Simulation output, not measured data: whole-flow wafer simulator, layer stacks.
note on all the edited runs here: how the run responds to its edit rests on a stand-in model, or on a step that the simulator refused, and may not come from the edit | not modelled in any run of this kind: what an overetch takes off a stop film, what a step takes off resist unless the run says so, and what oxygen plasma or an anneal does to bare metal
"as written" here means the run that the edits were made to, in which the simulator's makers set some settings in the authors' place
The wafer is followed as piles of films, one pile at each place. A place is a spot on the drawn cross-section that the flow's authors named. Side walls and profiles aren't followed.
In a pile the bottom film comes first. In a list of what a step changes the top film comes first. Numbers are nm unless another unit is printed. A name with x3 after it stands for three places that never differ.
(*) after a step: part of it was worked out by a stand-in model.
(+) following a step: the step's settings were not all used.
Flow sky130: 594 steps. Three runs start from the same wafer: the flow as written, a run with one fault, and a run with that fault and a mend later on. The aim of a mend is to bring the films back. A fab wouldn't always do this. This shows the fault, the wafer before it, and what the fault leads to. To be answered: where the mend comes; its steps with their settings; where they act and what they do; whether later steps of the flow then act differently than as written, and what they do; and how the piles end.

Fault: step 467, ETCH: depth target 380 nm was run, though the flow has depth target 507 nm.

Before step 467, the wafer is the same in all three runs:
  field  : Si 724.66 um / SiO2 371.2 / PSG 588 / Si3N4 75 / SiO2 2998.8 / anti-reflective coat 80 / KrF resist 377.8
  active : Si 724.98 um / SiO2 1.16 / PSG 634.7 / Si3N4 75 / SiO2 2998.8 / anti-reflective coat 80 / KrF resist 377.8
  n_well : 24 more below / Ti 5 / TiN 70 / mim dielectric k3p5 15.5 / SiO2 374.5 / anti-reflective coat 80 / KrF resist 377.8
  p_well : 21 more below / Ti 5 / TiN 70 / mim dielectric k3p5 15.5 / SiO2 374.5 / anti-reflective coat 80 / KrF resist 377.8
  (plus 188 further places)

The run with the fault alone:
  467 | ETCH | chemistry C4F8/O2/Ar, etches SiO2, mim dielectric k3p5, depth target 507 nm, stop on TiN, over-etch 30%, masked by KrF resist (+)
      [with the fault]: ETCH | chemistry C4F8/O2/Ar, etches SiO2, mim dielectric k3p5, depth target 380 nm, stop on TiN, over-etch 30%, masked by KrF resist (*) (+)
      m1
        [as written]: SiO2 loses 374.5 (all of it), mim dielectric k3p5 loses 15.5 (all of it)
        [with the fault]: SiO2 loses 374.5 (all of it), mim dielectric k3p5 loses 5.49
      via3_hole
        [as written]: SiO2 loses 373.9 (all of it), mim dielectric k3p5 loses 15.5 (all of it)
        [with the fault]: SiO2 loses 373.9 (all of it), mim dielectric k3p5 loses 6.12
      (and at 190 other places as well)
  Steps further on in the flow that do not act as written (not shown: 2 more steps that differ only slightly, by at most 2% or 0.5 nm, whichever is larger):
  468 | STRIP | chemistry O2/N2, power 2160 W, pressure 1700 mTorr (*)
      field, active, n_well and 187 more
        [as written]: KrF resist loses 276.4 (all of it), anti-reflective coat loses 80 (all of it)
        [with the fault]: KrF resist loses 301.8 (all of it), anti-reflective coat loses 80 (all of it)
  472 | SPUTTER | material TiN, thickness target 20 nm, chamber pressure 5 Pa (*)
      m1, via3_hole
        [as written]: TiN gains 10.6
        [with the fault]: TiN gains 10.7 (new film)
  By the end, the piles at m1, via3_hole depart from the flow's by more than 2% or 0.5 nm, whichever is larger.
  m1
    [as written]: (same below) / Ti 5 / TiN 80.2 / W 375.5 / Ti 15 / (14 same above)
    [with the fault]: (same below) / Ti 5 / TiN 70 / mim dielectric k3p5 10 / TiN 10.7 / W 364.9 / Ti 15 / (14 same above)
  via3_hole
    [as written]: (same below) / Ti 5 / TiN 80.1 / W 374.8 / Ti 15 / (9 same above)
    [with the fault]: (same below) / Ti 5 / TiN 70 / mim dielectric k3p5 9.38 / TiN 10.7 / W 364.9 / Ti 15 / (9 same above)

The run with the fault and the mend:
  The mend follows step 467.
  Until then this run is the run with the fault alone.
  467a | ETCH | chemistry C4F8/O2/Ar, etches SiO2, mim dielectric k3p5, depth target 127 nm, stop on TiN, over-etch 30%, masked by KrF resist (+) (a further turn of the flow's step 467, with different settings)
      field, active, n_well and 187 more
        KrF resist loses 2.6
      m1
        mim dielectric k3p5 loses 10 (all of it)
      via3_hole
        mim dielectric k3p5 loses 9.38 (all of it)
  Steps further on in the flow that do not act as written:
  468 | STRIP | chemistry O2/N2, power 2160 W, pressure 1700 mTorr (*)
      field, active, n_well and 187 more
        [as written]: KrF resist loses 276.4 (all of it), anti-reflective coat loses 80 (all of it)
        [with the mend]: KrF resist loses 299.2 (all of it), anti-reflective coat loses 80 (all of it)
  The piles end the same as the flow's at every place that both follow.
